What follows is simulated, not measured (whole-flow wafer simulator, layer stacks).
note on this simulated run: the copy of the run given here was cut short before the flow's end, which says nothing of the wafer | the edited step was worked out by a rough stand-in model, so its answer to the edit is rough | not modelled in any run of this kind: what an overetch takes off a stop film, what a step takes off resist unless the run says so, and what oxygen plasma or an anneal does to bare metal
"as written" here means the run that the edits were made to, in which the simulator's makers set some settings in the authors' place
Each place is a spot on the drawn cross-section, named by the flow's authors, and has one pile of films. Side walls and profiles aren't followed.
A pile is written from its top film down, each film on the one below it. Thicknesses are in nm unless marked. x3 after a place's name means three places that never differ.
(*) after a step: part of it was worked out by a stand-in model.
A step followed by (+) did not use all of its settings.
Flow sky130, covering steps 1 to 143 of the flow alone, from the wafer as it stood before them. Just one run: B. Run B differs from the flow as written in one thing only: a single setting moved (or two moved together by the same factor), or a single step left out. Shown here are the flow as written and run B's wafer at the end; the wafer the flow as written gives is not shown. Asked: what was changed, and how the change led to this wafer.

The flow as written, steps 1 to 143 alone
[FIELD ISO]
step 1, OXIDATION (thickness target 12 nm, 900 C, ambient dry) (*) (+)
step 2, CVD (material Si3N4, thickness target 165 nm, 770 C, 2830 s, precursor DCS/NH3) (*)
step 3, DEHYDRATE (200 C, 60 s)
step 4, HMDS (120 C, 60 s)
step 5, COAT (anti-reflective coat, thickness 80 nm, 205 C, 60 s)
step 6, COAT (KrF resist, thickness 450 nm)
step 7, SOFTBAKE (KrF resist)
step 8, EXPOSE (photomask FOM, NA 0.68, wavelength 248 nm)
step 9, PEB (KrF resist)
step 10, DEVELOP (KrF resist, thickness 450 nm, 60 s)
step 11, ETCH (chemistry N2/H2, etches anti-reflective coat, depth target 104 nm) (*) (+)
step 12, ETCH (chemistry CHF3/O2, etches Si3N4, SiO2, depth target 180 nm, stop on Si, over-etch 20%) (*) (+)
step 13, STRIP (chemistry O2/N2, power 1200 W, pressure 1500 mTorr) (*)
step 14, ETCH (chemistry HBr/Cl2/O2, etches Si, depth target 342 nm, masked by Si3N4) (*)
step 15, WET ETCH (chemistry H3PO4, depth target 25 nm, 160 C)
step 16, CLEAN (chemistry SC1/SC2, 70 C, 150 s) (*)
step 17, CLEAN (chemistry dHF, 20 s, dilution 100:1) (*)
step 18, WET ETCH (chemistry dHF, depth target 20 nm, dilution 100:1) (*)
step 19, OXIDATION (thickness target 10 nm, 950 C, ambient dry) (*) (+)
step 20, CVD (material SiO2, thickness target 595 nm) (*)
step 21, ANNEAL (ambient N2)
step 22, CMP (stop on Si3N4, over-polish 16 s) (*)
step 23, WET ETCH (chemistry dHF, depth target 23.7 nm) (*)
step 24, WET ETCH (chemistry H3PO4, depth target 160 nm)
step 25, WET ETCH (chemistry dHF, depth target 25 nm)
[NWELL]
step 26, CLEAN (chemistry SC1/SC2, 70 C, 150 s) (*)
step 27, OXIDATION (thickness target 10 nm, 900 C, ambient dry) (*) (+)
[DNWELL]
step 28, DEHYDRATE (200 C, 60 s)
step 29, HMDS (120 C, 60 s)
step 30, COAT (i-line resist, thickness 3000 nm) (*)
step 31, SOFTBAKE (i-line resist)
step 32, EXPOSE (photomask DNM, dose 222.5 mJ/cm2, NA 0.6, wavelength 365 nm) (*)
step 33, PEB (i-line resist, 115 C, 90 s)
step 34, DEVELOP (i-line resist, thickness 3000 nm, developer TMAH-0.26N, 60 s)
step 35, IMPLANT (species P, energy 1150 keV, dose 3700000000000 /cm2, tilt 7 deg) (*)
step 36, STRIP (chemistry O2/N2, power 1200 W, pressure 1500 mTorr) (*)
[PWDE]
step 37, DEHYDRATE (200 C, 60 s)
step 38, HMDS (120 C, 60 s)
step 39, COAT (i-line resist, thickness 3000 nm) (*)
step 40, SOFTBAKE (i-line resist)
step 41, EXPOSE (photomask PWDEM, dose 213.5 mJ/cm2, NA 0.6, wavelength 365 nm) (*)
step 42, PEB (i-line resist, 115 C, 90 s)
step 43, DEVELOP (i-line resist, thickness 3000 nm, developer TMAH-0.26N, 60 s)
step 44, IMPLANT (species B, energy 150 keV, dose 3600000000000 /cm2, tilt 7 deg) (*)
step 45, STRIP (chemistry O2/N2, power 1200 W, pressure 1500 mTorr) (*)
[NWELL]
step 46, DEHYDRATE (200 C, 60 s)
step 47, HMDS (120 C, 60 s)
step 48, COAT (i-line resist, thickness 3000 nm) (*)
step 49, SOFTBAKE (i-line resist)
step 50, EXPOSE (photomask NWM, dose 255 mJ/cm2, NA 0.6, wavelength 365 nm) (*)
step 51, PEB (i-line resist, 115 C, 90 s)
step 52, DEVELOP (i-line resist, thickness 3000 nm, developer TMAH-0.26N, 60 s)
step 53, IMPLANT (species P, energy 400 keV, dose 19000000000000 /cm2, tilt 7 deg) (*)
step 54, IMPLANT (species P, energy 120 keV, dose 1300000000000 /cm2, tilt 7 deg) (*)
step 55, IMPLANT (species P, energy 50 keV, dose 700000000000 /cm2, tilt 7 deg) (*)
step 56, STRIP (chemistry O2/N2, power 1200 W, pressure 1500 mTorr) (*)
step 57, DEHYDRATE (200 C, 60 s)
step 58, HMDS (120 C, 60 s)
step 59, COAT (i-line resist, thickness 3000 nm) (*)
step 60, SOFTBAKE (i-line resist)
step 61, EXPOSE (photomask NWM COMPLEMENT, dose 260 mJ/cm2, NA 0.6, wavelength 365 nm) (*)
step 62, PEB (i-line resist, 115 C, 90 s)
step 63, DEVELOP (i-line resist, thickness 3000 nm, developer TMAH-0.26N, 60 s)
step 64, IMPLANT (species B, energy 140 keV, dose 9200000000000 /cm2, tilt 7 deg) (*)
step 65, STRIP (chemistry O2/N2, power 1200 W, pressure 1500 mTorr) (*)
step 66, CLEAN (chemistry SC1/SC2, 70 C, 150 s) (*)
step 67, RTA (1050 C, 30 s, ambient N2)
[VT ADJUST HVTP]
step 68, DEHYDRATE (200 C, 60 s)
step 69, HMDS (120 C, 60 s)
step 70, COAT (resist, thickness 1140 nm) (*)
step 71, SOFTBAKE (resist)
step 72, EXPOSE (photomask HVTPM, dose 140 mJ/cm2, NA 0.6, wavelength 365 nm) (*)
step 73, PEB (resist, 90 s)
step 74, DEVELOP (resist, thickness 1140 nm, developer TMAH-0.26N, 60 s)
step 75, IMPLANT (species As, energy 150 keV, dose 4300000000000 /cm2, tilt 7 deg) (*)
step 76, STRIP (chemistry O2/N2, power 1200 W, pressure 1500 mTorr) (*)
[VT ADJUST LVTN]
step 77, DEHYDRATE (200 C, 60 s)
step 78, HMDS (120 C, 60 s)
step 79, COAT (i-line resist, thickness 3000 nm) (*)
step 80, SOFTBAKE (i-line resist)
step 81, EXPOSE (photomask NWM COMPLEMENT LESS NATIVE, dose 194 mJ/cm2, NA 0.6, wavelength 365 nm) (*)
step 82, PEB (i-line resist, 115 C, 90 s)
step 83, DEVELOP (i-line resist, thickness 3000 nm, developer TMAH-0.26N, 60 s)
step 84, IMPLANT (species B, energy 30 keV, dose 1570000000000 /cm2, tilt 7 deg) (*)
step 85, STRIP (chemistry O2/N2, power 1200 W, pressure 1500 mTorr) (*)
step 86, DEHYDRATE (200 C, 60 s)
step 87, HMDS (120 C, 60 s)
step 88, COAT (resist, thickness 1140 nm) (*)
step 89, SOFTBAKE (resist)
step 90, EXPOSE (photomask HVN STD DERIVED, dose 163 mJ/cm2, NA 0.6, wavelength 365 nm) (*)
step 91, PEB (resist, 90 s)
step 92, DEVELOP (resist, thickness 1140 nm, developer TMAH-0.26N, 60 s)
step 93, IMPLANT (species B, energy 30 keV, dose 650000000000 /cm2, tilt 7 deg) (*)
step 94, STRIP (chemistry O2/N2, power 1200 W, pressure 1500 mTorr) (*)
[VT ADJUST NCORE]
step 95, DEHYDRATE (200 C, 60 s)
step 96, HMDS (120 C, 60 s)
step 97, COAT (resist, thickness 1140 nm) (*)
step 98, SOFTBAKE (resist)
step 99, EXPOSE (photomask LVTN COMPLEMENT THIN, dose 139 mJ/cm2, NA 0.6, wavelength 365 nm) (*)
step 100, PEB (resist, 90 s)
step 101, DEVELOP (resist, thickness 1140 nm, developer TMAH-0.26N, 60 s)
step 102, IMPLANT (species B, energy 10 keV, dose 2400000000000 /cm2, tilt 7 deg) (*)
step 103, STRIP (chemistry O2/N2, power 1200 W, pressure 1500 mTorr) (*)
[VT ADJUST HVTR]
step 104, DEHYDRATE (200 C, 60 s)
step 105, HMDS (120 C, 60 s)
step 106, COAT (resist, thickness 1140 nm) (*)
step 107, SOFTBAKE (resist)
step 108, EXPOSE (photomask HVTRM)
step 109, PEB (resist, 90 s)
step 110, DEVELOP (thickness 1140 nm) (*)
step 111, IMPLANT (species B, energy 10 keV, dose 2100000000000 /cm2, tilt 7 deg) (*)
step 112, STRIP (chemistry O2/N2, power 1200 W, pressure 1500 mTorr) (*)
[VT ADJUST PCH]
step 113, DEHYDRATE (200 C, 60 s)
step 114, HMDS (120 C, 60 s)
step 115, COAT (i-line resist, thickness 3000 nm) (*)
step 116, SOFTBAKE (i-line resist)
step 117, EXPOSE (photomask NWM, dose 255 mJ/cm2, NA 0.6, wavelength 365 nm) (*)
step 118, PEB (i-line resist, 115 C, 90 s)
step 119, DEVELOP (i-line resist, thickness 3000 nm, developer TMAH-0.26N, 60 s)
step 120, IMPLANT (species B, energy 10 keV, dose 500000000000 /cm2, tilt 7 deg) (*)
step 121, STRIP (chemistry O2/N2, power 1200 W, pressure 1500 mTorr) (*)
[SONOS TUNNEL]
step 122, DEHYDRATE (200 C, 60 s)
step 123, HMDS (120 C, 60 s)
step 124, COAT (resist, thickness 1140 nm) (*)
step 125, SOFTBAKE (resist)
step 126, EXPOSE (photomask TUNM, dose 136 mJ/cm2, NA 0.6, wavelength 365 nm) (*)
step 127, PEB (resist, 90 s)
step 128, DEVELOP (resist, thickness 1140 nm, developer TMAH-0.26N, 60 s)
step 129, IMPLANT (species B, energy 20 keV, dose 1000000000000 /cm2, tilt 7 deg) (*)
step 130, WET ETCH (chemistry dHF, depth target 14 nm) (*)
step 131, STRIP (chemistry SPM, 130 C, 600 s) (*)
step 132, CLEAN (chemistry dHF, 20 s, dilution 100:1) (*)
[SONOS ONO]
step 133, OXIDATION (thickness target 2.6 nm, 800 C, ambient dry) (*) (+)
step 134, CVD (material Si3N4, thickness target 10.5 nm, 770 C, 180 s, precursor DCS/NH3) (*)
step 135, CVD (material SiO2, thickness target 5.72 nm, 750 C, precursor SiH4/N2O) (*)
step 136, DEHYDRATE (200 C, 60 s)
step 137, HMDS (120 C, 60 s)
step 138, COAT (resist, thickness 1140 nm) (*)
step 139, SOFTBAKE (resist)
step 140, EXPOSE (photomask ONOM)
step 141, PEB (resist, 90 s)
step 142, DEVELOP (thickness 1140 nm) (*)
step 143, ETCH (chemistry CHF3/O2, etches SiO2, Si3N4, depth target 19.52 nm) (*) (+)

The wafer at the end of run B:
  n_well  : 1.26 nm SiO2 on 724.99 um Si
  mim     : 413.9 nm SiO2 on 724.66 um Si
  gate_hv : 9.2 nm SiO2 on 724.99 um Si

What caused this: step 134, CVD: 782 C was run, while the flow as written has 770 C.

Step by step, how the change led to this:
  step 134, CVD (material Si3N4, thickness target 10.5 nm, 770 C, 180 s, precursor DCS/NH3) (*)
      field, active, n_well and 187 more: Si3N4 gains 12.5 (new film) (in the flow as written it would be: Si3N4 gains 10.5 (new film))
  step 143, ETCH (chemistry CHF3/O2, etches SiO2, Si3N4, depth target 19.52 nm) (*) (+)
      n_well, sonos_sd: SiO2 loses 5.72 (all of it), Si3N4 loses 12.5 (all of it), SiO2 loses 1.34 (in the flow as written it would be: SiO2 loses 5.72 (all of it), Si3N4 loses 10.5 (all of it), SiO2 loses 2.6 (all of it), Si loses 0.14)
      field, active, p_well x5 and 179 more: SiO2 loses 5.72 (all of it), Si3N4 loses 12.5 (all of it), SiO2 loses 1.34 (in the flow as written it would be: SiO2 loses 5.72 (all of it), Si3N4 loses 10.5 (all of it), SiO2 loses 3.3)
